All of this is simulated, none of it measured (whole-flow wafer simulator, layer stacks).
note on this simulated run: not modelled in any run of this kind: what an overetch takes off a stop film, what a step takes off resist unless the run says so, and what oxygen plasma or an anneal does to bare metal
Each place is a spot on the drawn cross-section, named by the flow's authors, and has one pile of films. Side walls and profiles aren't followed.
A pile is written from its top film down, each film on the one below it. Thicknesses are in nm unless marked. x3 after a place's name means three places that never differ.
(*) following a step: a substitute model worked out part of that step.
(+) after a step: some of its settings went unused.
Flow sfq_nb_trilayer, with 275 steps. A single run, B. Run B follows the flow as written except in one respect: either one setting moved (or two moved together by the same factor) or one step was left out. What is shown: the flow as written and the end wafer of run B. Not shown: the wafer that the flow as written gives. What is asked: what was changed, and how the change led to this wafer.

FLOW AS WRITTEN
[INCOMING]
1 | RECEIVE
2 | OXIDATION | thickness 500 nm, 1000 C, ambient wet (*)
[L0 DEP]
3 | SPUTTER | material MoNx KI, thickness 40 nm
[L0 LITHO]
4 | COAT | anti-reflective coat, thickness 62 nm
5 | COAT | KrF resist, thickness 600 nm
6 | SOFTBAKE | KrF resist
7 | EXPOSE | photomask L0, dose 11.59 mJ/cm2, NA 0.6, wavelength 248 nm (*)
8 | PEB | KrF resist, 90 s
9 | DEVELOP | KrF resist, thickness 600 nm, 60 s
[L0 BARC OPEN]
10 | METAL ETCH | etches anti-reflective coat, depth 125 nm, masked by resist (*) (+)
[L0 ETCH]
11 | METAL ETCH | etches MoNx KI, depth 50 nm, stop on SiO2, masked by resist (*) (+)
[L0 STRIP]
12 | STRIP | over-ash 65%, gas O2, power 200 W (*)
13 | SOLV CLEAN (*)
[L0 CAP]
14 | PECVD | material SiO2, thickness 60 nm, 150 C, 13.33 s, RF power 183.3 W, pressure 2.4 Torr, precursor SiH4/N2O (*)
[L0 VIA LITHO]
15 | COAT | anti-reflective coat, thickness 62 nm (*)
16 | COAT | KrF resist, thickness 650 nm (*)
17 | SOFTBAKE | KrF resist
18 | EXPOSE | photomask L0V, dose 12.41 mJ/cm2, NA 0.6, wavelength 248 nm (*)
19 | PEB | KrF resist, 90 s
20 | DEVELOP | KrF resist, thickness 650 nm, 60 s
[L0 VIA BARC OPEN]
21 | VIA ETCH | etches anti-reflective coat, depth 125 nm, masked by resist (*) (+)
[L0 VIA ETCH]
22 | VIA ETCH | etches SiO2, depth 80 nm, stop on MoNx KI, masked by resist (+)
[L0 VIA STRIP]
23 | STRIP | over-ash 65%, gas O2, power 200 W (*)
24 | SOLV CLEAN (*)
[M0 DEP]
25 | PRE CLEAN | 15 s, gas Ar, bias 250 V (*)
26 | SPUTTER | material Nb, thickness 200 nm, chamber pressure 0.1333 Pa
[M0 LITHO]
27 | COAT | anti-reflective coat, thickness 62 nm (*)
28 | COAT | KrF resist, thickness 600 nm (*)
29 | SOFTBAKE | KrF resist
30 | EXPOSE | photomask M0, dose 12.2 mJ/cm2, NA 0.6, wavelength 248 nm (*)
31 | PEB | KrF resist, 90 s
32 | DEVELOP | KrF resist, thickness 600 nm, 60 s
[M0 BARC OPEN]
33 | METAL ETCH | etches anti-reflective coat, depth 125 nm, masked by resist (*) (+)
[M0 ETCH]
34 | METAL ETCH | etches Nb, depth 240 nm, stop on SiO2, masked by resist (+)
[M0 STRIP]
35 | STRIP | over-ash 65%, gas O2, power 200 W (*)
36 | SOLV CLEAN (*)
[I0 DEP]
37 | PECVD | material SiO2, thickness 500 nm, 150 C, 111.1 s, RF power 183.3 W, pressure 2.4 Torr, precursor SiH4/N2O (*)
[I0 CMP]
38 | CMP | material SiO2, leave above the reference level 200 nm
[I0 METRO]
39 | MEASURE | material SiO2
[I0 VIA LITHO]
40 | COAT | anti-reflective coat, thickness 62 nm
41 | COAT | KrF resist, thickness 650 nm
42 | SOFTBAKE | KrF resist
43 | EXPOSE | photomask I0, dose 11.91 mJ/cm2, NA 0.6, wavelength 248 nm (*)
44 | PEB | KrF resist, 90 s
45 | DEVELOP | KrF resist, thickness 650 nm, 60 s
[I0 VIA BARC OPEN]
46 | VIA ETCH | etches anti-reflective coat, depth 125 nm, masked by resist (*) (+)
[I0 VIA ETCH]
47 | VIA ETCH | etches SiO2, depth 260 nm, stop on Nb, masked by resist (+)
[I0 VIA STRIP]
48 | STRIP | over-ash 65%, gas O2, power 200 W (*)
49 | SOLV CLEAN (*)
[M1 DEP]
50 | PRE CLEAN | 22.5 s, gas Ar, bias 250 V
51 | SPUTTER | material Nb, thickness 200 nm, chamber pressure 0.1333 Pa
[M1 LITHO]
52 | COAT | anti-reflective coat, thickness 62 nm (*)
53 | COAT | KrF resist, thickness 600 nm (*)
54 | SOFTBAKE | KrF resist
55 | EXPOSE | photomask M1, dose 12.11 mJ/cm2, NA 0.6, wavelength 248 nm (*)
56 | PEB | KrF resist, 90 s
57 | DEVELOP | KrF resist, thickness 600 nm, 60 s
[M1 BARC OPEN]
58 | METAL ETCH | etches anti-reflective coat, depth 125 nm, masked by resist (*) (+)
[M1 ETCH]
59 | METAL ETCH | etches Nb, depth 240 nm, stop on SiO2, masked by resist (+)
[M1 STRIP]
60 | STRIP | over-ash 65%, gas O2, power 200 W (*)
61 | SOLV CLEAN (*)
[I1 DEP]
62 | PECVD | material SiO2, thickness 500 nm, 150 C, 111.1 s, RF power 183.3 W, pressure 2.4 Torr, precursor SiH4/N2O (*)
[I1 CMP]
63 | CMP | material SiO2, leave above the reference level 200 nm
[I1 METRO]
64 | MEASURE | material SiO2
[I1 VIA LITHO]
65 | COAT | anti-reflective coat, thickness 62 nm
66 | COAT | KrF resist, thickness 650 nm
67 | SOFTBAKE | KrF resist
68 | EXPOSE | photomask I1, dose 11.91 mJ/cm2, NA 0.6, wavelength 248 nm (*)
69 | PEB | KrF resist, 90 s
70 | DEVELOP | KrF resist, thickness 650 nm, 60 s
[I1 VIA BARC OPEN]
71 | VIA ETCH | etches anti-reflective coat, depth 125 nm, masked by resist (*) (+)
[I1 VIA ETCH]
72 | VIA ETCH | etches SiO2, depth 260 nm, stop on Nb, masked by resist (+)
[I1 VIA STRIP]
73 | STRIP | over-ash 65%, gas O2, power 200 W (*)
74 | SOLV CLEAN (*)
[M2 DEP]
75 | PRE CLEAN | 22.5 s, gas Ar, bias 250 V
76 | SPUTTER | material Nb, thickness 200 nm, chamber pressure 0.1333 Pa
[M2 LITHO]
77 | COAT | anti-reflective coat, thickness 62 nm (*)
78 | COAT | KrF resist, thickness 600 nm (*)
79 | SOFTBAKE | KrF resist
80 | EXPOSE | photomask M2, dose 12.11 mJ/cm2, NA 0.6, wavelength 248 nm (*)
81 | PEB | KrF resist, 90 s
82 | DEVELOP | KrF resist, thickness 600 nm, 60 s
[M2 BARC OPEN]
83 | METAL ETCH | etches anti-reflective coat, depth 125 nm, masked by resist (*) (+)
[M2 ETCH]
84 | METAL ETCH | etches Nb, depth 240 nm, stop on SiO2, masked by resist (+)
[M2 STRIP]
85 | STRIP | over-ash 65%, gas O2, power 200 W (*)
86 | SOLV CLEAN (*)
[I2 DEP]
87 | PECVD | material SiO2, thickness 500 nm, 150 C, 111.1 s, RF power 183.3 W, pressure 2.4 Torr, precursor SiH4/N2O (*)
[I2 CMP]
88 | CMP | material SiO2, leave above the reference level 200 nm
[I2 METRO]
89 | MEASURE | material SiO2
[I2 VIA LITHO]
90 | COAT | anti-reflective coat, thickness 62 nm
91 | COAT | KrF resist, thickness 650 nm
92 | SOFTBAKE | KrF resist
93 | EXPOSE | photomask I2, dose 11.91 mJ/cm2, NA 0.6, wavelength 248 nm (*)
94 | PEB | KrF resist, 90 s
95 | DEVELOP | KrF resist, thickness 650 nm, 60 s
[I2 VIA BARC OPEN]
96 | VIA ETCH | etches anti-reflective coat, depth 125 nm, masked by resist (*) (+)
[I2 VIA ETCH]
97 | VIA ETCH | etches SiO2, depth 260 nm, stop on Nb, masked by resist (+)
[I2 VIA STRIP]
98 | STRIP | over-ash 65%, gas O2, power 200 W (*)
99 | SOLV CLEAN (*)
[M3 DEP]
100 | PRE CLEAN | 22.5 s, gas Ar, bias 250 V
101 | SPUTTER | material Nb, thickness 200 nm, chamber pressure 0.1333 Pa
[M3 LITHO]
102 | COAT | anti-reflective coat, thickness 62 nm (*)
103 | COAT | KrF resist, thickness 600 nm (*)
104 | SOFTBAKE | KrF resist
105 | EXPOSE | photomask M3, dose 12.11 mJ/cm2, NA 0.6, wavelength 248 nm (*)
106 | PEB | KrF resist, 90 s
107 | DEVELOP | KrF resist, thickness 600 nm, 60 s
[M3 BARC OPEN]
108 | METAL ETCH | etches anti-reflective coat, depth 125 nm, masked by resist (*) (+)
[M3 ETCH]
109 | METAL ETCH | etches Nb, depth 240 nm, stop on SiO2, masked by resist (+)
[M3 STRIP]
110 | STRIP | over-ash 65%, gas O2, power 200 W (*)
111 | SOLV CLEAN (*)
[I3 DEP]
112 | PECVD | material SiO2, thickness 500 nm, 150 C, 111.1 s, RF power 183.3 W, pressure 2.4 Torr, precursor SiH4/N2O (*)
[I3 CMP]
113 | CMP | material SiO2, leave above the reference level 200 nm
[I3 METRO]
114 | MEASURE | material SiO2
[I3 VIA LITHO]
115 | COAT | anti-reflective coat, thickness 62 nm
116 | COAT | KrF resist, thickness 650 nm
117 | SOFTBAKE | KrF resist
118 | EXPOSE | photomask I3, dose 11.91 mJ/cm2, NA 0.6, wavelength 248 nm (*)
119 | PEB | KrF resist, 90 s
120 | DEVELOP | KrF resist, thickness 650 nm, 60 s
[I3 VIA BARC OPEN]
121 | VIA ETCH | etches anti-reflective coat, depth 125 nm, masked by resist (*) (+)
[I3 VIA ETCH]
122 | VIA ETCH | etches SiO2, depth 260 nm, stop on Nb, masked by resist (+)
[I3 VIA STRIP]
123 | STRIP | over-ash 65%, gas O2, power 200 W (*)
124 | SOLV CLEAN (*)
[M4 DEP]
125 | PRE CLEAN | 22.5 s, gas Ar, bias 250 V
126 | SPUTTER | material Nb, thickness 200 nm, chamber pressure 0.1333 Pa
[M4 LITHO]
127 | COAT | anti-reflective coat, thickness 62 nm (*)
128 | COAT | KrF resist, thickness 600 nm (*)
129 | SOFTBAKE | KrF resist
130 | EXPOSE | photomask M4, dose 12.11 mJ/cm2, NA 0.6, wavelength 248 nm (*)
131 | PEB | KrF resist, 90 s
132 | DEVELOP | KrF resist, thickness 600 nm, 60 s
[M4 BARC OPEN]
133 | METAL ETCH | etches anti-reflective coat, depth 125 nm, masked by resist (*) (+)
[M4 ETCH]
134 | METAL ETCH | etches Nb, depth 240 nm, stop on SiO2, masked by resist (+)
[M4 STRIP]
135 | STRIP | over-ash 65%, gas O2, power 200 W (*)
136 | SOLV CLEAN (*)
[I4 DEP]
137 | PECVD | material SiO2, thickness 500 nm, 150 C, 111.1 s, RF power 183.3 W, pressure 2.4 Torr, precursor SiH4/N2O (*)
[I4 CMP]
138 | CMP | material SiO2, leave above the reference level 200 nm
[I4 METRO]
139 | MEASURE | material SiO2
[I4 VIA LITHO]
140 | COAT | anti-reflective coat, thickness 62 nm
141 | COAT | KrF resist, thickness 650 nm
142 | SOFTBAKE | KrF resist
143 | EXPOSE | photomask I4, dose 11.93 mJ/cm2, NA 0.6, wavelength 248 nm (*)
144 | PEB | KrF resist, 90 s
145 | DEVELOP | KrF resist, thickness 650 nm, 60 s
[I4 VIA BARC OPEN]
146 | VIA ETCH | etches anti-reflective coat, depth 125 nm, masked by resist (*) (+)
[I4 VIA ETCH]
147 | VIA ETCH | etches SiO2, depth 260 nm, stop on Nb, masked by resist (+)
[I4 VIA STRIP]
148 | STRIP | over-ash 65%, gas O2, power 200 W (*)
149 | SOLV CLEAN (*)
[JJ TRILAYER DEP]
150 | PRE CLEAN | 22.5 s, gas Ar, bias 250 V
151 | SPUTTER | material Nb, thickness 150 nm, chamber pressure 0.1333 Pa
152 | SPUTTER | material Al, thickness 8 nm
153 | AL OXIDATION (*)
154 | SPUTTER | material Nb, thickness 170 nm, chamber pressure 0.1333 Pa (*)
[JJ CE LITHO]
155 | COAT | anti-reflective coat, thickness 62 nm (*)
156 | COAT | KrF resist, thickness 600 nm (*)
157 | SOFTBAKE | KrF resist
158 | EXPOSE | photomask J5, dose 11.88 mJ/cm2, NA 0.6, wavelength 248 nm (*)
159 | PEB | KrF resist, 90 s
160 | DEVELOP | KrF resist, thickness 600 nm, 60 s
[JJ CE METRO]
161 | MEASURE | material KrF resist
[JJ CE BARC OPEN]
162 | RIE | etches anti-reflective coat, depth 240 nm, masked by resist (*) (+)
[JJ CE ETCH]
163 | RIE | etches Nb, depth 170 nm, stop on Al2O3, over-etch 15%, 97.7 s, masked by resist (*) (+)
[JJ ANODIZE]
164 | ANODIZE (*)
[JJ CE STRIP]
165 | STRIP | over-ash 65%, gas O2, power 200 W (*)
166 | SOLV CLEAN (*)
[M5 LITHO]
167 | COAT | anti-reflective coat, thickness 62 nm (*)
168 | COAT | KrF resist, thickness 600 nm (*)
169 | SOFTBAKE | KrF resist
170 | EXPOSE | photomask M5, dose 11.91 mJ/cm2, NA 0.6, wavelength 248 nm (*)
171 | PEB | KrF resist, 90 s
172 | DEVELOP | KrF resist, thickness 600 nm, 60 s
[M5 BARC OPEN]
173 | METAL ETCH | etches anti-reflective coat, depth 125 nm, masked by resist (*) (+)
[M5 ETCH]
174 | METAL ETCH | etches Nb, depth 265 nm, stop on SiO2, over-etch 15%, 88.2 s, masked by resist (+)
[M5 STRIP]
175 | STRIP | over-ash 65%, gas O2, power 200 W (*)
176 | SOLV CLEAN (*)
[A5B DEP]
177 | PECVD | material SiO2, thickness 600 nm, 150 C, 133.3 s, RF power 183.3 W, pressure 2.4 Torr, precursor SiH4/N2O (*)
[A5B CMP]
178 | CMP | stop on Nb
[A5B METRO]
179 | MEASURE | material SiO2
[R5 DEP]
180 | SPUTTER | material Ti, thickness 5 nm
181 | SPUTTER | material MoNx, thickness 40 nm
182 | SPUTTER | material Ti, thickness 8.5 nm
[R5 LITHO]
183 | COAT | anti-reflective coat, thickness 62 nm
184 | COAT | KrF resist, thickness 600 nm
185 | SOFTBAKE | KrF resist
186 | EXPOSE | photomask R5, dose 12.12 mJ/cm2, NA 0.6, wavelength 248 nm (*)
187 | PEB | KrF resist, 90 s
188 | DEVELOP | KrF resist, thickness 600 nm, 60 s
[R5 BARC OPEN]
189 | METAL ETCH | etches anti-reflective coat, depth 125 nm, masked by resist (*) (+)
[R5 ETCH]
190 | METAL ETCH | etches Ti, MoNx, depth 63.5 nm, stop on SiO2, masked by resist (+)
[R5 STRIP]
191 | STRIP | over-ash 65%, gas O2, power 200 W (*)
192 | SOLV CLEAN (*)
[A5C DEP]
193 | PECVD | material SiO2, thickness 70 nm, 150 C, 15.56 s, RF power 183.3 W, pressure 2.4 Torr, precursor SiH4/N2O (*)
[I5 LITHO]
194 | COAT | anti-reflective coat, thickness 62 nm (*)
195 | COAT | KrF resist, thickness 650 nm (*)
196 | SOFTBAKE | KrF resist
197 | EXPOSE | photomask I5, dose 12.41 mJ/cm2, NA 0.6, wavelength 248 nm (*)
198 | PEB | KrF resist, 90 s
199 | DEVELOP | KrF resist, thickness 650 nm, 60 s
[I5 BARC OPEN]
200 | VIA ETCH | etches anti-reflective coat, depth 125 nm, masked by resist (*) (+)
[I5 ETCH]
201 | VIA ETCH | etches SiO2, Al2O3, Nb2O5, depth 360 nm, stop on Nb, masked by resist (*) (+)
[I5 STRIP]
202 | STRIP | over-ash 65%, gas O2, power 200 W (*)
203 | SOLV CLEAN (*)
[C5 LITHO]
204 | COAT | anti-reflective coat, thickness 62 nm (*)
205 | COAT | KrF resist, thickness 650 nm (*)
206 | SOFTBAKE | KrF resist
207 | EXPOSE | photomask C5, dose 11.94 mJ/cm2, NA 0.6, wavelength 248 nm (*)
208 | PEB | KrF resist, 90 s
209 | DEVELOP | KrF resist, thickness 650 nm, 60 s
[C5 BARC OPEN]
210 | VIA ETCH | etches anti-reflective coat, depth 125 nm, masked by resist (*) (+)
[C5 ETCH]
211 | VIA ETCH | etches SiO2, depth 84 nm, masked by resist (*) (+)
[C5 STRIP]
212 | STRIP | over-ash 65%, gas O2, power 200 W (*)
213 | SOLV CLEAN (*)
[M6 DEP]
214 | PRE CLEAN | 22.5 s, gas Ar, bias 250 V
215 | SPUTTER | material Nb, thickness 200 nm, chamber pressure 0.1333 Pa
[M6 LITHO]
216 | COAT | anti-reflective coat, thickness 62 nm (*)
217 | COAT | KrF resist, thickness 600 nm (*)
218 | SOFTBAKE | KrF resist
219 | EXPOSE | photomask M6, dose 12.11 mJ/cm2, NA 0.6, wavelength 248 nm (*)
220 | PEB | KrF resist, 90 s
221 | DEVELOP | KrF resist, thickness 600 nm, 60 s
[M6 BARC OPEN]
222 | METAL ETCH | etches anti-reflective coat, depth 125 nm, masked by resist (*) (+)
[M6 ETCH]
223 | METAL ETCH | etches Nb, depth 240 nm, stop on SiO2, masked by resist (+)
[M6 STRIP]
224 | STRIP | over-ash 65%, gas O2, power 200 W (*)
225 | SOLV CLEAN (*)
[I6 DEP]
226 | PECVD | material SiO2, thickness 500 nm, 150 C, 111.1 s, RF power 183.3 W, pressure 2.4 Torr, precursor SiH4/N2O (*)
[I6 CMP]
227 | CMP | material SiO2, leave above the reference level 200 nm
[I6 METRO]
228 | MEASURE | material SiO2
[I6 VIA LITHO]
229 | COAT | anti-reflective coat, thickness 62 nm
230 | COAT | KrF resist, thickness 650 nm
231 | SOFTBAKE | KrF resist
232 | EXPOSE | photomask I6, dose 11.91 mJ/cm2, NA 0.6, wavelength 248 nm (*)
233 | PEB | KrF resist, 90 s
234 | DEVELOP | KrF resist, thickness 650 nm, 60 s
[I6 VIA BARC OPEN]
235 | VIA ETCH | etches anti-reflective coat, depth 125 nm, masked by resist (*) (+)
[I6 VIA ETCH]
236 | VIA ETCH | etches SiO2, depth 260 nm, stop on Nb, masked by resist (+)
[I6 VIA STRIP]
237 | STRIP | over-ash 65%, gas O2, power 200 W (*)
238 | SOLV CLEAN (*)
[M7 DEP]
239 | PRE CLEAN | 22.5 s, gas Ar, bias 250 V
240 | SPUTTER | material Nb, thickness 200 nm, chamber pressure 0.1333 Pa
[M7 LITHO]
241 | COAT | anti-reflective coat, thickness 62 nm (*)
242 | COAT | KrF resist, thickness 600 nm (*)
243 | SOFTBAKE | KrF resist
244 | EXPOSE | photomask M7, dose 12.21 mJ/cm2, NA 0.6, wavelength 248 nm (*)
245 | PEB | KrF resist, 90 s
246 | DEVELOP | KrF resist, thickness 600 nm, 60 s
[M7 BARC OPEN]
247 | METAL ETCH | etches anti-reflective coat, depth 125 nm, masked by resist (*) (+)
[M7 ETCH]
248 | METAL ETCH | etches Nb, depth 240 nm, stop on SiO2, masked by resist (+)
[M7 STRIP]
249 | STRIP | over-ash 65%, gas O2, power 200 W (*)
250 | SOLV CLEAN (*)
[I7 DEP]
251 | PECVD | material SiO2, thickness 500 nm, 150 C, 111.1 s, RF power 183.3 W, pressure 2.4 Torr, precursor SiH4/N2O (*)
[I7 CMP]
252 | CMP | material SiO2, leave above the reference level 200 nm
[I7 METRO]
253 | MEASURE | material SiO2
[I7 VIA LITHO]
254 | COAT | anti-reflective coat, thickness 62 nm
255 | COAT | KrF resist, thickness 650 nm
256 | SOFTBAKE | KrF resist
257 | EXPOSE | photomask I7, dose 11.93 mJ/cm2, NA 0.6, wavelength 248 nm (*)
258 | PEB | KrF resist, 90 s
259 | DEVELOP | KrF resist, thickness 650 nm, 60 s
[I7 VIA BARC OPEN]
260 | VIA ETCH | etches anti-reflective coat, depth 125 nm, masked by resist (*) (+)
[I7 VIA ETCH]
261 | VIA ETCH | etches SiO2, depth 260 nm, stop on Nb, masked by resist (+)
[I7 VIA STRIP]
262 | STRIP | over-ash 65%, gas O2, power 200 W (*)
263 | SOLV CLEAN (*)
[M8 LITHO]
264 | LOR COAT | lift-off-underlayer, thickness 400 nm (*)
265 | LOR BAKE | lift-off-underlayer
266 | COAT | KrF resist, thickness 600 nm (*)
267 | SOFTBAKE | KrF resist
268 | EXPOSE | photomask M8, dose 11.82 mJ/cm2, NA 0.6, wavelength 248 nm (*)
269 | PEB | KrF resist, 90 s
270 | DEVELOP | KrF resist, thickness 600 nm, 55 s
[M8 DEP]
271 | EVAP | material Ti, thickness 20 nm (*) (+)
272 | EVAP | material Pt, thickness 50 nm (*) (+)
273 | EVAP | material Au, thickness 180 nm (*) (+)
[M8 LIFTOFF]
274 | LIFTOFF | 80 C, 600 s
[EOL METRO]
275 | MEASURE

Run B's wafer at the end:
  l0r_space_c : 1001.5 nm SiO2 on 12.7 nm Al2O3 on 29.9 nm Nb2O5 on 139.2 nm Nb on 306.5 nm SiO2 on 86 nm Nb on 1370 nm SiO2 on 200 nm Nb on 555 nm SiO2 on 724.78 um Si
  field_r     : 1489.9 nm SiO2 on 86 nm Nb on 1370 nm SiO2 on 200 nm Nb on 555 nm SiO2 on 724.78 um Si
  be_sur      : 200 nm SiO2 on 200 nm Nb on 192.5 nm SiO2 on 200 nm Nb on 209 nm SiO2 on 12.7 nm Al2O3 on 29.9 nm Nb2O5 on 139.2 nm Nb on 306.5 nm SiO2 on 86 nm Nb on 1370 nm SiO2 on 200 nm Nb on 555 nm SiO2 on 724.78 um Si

What caused this: step 134, METAL ETCH: depth 114 nm was run, whereas the flow has depth 240 nm.

Step by step, how the change led to this:
  134 | METAL ETCH | etches Nb, depth 240 nm, stop on SiO2, masked by resist (+)
      field_l, be, be_sur and 64 more: Nb loses 114 (as written it would have been: Nb loses 200 (all of it))
      v_sur, via_wl, via_w and 36 more: KrF resist loses 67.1 (as written it would have been: KrF resist loses 141.2)
  135 | STRIP | over-ash 65%, gas O2, power 200 W (*)
      p4_fl, p4_fm, p4_w1 and 26 more: KrF resist loses 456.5 (all of it), anti-reflective coat loses 62 (all of it) (as written it would have been: KrF resist loses 382.4 (all of it), anti-reflective coat loses 62 (all of it))
      ln_m5, lsp_m: KrF resist loses 456 (all of it), anti-reflective coat loses 61.8 (all of it) (as written it would have been: KrF resist loses 381.9 (all of it), anti-reflective coat loses 61.8 (all of it))
      (as well as at 8 more places)
  137 | PECVD | material SiO2, thickness 500 nm, 150 C, 111.1 s, RF power 183.3 W, pressure 2.4 Torr, precursor SiH4/N2O (*)
      field_l, be, be_sur and 55 more: SiO2 gains 500 (new film) (as written it would have been: SiO2 gains 500)
      p3_s0, p3_s1, p3_s2, p3_s3, p3_s4, p3_s5: SiO2 gains 500 (new film) (as written it would have been: SiO2 gains 557.1)
      (as well as at 3 more places)
  138 | CMP | material SiO2, leave above the reference level 200 nm
      field_l, be, be_sur and 55 more: SiO2 loses 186 (as written it would have been: SiO2 loses 100)
      p3_s0, p3_s1, p3_s2, p3_s3, p3_s4, p3_s5: SiO2 loses 186 (as written it would have been: SiO2 loses 157.1)
      (as well as at 3 more places)
Taking metal films that touch as one body, l0r_space_c has 3 bodies (between them, from the top down: SiO2 306.5; SiO2 1370); the flow as written gives 2 bodies (between them, from the top down: SiO2 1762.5).
Taking metal films that touch as one body, field_r has 2 bodies (between them, from the top down: SiO2 1370); the flow as written gives 1 body.
Taking metal films that touch as one body, be_sur has 5 bodies (between them, from the top down: SiO2 192.5; SiO2 209 / Al2O3 12.7 / Nb2O5 29.9; SiO2 306.5; SiO2 1370); the flow as written gives 4 bodies (between them, from the top down: SiO2 192.5; SiO2 209 / Al2O3 12.7 / Nb2O5 29.9; SiO2 1762.5).
